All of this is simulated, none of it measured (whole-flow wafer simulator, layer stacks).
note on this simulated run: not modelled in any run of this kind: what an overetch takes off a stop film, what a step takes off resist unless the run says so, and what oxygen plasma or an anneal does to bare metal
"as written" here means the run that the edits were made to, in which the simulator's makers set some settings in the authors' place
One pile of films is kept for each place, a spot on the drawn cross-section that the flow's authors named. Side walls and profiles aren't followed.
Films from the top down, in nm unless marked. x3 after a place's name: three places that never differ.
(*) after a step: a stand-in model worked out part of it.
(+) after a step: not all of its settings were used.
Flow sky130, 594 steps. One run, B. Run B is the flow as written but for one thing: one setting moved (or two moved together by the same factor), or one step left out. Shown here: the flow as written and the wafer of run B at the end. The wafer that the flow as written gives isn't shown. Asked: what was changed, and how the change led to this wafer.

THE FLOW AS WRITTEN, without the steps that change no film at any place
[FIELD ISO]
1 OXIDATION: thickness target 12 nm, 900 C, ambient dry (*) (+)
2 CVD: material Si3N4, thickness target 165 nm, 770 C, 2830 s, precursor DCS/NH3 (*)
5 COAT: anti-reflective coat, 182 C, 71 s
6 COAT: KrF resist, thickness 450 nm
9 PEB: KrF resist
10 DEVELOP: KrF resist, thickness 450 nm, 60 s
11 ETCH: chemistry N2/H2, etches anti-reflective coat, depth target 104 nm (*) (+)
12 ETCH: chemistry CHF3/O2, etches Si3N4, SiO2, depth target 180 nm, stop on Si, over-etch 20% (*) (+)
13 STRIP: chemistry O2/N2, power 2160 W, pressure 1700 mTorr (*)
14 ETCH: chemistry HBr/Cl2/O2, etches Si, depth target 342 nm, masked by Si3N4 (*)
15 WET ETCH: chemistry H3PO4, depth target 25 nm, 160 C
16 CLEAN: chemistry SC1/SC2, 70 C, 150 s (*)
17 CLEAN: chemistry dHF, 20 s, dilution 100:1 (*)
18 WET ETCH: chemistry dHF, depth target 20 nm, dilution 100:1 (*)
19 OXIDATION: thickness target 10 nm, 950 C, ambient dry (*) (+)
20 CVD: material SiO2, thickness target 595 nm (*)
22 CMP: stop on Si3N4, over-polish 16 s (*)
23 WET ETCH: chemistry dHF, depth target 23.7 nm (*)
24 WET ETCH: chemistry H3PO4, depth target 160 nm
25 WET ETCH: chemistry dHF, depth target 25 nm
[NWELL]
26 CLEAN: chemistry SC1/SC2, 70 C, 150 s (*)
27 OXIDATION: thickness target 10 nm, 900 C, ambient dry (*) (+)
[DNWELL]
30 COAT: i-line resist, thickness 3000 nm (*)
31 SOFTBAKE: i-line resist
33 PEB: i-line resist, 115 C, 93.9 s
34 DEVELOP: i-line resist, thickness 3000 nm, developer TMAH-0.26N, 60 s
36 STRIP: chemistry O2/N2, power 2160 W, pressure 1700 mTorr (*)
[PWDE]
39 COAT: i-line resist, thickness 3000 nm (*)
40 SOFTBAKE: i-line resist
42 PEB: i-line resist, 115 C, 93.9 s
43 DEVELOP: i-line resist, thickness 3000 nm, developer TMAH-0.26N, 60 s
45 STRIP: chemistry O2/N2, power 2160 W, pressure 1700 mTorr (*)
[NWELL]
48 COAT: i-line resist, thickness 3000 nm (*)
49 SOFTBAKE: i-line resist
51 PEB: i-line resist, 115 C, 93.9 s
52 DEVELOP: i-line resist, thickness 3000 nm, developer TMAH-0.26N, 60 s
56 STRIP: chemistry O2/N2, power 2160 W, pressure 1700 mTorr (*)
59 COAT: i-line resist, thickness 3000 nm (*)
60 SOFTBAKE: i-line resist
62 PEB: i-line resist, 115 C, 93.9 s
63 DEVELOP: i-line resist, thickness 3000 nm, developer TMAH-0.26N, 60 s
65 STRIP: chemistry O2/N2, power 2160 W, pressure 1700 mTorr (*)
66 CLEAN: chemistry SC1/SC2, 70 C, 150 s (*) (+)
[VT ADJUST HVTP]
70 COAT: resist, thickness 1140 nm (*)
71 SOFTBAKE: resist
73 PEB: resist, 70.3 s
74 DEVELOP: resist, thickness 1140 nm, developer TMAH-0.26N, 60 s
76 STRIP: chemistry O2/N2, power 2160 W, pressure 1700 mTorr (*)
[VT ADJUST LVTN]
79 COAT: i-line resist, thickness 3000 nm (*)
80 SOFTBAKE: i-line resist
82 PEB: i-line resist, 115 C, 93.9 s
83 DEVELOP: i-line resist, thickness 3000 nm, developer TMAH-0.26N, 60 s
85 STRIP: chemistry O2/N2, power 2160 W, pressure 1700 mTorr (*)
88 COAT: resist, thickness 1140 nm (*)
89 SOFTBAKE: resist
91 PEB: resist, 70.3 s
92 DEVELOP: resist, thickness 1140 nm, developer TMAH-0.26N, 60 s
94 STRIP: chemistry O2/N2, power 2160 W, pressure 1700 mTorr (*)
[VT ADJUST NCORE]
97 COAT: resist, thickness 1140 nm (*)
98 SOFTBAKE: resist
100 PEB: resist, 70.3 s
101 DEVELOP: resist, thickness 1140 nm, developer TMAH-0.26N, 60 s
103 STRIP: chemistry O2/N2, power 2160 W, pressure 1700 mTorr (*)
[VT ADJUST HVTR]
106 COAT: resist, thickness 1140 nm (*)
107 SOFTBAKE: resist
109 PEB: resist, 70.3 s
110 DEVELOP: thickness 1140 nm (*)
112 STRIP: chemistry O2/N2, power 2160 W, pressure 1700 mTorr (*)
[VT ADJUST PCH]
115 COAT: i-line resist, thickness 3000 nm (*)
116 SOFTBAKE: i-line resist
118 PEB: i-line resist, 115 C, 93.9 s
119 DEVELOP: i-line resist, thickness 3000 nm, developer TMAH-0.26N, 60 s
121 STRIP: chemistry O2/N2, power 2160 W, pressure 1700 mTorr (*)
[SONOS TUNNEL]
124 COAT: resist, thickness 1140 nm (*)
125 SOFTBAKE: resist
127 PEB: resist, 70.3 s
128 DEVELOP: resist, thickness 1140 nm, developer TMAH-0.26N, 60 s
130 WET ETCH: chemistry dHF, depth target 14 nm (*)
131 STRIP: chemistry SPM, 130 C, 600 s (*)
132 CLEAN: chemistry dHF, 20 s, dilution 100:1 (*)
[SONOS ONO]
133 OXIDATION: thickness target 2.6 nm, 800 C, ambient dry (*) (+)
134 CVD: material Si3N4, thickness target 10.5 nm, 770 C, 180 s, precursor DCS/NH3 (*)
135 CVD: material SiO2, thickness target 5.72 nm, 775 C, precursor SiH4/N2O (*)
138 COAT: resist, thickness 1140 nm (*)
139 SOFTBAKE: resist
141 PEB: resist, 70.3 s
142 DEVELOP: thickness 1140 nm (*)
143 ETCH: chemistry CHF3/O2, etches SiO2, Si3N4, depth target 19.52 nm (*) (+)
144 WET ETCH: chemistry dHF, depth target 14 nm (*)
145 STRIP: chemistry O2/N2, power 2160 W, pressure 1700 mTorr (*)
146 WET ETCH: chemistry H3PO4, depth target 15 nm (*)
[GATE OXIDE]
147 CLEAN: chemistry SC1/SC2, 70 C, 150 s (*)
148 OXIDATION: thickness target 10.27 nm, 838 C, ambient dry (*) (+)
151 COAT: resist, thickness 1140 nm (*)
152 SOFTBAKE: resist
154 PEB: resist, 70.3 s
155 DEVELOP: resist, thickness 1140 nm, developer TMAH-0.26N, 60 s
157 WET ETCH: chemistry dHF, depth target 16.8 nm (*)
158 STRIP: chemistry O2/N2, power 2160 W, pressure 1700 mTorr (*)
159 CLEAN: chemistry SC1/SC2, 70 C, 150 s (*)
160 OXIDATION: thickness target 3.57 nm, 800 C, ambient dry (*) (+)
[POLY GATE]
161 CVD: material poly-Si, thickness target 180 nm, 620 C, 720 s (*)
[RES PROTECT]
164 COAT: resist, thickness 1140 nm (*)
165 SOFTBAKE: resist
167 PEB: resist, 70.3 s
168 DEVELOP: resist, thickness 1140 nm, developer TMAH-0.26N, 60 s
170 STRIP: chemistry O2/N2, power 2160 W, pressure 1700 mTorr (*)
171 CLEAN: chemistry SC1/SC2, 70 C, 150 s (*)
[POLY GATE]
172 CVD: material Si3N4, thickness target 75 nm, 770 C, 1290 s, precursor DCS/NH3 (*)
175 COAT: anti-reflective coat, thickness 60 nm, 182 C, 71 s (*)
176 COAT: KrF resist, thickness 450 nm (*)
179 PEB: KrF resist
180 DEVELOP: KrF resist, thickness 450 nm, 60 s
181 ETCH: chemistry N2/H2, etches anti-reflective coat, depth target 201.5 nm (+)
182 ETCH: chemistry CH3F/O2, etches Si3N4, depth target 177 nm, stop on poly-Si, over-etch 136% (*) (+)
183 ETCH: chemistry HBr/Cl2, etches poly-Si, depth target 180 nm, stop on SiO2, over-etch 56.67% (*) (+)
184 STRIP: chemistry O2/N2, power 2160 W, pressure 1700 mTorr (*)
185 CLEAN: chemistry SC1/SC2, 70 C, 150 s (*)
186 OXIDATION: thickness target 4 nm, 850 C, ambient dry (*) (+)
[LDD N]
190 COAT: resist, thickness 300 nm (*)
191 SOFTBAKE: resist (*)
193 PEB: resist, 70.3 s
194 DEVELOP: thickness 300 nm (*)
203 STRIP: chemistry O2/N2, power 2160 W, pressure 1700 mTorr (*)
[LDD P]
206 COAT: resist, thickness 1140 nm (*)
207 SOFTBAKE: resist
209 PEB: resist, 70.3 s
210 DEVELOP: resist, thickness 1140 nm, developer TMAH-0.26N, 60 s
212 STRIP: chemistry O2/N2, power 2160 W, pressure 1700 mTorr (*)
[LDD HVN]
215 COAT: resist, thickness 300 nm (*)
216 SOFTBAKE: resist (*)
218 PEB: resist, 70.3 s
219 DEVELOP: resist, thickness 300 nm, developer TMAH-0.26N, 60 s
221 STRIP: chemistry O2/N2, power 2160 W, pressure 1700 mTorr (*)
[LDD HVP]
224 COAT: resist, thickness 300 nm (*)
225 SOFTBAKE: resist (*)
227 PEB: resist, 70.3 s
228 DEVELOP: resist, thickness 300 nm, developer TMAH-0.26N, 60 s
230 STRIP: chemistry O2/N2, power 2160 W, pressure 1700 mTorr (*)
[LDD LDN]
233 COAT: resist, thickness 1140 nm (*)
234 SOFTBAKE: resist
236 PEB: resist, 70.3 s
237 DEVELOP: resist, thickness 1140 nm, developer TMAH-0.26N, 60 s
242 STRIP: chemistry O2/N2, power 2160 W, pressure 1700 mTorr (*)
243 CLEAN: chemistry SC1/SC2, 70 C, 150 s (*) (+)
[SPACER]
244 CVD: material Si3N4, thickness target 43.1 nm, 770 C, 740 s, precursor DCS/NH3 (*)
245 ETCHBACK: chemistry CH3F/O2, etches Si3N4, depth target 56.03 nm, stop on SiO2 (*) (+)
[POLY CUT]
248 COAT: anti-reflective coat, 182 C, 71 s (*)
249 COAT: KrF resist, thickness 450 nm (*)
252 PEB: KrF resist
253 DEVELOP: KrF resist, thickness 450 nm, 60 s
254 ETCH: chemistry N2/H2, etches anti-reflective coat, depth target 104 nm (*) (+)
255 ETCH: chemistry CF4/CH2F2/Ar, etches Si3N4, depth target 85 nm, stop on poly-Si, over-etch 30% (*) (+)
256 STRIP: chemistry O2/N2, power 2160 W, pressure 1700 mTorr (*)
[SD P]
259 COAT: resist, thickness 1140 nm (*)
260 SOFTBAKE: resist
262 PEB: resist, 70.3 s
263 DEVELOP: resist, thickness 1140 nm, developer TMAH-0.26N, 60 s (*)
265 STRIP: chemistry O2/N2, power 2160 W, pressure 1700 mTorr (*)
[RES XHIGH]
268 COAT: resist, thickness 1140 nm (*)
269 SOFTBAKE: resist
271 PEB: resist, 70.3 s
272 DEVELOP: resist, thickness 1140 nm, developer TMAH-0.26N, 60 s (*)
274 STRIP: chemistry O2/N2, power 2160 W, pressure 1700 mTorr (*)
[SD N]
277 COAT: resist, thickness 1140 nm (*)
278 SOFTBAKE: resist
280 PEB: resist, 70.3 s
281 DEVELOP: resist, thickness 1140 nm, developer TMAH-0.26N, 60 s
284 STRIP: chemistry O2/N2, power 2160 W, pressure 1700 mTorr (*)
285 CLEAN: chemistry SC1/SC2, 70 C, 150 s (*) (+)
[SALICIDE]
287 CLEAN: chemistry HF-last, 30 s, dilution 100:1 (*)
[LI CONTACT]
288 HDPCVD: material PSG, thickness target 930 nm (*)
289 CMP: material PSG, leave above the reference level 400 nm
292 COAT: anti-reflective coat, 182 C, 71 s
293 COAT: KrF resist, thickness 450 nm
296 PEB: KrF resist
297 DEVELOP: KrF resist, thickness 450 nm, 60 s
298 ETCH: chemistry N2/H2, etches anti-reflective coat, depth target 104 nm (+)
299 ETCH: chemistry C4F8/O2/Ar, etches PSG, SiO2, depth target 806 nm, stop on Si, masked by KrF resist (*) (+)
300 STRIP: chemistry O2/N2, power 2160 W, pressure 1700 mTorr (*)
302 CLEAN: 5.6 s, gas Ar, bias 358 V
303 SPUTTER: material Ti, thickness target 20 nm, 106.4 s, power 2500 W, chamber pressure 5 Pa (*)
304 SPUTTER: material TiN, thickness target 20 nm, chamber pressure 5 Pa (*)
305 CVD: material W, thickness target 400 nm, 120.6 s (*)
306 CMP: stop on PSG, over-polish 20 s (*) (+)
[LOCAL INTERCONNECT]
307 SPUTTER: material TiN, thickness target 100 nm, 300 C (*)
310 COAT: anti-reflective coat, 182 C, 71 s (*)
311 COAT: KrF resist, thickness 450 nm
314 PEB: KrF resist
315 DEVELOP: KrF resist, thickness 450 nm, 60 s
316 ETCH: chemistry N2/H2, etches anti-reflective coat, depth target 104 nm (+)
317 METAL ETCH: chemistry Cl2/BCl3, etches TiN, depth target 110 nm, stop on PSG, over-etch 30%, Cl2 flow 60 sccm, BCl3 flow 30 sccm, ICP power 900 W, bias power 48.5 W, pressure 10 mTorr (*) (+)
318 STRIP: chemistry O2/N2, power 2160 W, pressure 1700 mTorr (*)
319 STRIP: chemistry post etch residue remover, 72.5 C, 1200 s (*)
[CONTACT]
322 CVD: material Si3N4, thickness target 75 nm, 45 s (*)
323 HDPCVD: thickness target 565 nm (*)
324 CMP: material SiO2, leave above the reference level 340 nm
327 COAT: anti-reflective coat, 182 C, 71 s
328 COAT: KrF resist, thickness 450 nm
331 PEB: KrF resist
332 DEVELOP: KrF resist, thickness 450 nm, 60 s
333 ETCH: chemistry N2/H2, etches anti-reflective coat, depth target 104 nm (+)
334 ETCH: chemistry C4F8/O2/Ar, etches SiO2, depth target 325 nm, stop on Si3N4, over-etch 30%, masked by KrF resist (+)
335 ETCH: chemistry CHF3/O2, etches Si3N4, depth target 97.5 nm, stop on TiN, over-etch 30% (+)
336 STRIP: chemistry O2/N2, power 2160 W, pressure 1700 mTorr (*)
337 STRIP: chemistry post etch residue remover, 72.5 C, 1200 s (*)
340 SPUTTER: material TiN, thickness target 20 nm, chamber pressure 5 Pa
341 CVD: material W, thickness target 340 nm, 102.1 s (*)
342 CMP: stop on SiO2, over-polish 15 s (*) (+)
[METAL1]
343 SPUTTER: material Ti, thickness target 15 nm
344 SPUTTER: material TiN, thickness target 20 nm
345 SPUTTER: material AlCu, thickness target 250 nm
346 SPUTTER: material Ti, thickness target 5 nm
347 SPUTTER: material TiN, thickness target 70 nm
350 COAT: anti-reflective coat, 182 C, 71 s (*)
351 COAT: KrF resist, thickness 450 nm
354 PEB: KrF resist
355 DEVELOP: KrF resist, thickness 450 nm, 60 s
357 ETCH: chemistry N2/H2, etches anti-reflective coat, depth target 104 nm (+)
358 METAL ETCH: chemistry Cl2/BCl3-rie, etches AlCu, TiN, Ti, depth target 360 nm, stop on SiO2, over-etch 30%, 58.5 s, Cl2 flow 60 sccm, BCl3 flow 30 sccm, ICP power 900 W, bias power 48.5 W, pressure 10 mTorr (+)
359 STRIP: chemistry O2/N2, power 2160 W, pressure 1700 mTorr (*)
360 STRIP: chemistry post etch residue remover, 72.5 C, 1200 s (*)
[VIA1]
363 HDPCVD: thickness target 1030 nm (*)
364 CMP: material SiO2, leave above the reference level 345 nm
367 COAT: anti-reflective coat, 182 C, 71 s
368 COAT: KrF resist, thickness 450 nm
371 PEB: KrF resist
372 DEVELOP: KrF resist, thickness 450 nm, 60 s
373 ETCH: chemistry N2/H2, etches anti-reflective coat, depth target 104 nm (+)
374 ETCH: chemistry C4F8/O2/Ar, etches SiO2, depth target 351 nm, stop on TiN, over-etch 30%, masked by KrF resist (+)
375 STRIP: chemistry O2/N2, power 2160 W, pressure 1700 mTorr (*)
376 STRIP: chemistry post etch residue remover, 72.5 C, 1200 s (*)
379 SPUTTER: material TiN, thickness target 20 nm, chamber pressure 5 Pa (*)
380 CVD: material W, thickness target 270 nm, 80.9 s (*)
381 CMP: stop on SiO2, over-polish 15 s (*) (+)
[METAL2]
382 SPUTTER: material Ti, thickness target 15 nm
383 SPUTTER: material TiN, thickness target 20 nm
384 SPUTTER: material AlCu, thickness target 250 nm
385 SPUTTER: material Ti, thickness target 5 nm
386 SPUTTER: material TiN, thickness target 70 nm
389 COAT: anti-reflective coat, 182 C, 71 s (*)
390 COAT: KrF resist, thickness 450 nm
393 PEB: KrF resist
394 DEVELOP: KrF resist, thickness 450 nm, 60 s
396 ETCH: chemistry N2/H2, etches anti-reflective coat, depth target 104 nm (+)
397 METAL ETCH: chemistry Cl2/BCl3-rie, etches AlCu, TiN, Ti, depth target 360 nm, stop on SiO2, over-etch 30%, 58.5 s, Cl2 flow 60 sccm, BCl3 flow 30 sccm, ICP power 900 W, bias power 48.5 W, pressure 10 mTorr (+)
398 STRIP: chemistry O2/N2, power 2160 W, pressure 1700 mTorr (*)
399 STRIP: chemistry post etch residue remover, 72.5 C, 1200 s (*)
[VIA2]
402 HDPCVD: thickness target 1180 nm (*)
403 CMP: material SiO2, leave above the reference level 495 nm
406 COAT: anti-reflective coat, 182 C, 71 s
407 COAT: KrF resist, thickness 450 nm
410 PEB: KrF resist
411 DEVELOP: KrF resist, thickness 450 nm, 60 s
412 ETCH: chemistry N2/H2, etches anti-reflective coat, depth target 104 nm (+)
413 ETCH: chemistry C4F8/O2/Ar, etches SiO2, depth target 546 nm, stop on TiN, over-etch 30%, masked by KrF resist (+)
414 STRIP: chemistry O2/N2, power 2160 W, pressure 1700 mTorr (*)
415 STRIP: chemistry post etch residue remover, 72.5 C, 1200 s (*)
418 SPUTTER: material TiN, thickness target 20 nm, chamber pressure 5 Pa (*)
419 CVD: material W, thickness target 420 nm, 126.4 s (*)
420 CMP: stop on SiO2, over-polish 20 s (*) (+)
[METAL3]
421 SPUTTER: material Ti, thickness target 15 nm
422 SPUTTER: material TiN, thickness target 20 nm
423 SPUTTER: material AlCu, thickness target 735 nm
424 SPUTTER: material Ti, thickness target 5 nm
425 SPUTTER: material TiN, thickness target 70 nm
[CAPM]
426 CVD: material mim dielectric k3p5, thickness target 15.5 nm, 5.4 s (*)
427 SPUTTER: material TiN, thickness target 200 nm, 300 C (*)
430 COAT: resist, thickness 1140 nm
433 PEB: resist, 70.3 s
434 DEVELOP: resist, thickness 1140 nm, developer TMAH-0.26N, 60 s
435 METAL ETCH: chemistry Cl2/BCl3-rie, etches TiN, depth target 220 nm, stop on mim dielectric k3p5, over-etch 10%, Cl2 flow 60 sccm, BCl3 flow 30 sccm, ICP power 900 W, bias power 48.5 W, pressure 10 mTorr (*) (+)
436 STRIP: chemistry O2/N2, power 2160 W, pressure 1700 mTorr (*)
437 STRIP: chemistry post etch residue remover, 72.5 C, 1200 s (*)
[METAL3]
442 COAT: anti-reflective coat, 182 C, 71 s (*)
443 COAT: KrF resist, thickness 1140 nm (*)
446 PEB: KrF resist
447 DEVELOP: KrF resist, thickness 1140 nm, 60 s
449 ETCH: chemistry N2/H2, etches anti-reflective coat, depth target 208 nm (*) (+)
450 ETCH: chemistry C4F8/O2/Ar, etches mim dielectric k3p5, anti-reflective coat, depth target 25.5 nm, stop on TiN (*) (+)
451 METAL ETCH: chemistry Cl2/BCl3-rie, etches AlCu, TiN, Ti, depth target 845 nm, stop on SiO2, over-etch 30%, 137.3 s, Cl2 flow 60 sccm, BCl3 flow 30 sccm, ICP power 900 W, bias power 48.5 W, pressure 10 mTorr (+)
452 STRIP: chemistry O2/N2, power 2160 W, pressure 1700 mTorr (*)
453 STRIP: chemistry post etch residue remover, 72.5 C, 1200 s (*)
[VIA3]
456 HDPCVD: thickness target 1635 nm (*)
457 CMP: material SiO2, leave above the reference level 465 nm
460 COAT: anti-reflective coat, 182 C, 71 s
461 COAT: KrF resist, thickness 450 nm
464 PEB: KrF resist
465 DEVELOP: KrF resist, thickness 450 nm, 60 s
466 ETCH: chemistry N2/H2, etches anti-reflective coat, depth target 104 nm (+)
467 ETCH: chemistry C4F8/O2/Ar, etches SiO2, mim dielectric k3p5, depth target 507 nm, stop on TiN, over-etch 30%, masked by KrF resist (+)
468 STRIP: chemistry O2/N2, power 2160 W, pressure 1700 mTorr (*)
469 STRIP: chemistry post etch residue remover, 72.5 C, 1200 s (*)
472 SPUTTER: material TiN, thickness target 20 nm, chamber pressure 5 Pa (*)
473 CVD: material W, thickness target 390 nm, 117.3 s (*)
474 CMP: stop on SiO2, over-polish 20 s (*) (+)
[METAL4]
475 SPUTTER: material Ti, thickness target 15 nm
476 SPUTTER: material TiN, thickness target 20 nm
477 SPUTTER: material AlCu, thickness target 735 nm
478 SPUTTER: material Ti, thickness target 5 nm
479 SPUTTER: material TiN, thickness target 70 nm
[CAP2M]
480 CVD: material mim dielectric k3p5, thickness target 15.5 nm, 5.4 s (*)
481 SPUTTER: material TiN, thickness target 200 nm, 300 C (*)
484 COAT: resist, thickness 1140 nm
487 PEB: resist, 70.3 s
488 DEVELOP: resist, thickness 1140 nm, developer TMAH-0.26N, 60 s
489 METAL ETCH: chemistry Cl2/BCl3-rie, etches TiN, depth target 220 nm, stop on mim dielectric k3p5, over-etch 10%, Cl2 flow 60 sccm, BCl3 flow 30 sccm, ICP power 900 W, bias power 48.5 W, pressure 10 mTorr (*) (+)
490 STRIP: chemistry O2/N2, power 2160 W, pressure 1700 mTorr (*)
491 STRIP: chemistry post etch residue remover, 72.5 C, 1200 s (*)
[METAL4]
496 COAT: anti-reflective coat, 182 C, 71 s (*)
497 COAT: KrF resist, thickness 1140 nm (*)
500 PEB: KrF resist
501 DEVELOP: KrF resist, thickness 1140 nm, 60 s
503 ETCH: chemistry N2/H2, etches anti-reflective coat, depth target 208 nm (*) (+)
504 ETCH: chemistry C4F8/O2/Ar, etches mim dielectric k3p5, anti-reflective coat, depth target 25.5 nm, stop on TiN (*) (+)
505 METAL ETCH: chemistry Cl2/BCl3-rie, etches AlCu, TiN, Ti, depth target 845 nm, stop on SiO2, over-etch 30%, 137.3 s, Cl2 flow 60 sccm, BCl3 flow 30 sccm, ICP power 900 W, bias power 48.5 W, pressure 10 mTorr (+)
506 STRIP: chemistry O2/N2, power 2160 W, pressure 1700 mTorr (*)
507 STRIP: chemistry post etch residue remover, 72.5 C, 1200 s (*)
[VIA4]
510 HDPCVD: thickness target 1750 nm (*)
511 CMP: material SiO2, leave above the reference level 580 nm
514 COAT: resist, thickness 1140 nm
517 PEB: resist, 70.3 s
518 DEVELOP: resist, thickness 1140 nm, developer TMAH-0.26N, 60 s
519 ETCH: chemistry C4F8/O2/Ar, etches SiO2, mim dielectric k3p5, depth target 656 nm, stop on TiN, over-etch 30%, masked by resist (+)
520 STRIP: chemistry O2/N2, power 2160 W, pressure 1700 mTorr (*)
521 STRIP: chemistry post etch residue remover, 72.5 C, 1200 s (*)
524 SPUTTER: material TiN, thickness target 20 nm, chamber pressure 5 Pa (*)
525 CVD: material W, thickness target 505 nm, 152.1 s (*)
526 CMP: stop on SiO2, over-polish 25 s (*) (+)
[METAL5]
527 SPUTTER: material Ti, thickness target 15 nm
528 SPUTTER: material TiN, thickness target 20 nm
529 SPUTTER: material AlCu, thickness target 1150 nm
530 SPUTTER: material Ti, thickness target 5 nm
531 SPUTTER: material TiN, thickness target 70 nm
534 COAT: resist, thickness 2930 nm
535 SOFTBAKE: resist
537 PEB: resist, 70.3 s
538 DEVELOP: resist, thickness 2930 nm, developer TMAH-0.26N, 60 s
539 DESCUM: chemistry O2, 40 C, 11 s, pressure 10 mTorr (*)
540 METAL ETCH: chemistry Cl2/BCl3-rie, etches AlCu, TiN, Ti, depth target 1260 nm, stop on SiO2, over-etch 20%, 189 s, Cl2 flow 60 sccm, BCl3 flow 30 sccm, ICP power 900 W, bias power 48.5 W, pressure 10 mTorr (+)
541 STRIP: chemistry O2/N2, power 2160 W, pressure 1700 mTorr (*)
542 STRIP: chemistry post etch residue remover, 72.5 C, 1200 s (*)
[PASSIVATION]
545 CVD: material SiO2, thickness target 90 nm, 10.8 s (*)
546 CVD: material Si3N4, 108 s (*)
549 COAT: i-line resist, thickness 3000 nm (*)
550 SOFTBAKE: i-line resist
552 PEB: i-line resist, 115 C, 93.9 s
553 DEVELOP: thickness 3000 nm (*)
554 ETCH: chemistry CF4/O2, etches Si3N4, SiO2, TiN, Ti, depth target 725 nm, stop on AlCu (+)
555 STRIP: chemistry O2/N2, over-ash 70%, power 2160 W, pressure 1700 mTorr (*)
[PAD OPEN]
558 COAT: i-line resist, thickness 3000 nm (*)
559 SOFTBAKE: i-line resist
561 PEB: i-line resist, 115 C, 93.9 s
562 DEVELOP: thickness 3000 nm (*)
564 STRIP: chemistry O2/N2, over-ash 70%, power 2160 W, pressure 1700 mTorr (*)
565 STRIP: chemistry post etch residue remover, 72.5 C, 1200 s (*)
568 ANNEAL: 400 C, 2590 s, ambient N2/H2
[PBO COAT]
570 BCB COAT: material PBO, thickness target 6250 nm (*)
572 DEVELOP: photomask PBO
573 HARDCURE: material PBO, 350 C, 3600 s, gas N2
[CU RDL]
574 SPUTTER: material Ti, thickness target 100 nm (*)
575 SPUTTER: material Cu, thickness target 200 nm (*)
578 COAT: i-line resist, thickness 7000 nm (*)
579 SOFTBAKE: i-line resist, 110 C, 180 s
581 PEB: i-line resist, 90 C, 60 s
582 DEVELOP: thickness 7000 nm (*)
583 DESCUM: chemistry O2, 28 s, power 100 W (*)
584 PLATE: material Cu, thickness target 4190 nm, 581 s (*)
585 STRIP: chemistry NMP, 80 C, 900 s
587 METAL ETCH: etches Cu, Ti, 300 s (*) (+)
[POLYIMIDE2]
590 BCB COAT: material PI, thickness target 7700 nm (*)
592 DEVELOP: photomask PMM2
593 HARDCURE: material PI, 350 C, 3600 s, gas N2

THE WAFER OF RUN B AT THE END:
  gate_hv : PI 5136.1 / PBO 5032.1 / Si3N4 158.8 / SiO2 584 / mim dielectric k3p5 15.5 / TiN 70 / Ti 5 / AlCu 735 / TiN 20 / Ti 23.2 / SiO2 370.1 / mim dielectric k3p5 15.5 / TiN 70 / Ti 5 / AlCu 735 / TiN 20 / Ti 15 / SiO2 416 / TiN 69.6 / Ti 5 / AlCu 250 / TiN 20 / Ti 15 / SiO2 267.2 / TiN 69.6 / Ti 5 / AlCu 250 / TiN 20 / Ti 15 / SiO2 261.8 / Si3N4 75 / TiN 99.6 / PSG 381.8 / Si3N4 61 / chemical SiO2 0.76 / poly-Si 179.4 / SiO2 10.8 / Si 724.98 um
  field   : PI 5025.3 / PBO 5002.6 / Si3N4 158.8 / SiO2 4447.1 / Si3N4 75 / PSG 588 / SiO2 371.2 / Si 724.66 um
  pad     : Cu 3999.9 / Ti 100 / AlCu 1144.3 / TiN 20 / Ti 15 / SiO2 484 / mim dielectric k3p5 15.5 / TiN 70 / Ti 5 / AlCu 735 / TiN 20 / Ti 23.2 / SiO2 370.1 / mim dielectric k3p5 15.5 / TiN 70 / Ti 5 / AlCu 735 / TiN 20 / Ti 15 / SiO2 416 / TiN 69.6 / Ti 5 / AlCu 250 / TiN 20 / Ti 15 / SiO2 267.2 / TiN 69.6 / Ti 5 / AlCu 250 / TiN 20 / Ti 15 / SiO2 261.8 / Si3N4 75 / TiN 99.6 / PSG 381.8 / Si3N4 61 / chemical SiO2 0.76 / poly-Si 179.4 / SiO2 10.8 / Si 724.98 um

The cause: step 475, SPUTTER: thickness target 23.2 nm was run, where the flow has thickness target 15 nm.
It can be read off the wafer: gate_hv has Ti 23.2, and step 475 as written asks for 15 nm.

How the change led to this, step by step:
  475 SPUTTER: material Ti, thickness target 15 nm
      field, active, n_well and 189 more: Ti +23.2 (new film) (as written it would be: Ti +15 (new film))
  505 METAL ETCH: chemistry Cl2/BCl3-rie, etches AlCu, TiN, Ti, depth target 845 nm, stop on SiO2, over-etch 30%, 137.3 s, Cl2 flow 60 sccm, BCl3 flow 30 sccm, ICP power 900 W, bias power 48.5 W, pressure 10 mTorr (+)
      field, gate, spacer and 68 more: TiN -70 (all of it), Ti -5 (all of it), AlCu -735 (all of it), TiN -20 (all of it), Ti -23.2 (all of it), SiO2 -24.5 (as written it would be: TiN -70 (all of it), Ti -5 (all of it), AlCu -735 (all of it), TiN -20 (all of it), Ti -15 (all of it), SiO2 -25.4)
      active, vpp_iso1, mim_edge_plate and 14 more: TiN -70 (all of it), Ti -5 (all of it), AlCu -735 (all of it), TiN -20 (all of it), Ti -23.2 (all of it), SiO2 -24.5 (as written it would be: TiN -70 (all of it), Ti -5 (all of it), AlCu -735 (all of it), TiN -20 (all of it), Ti -15 (all of it), SiO2 -25.3)
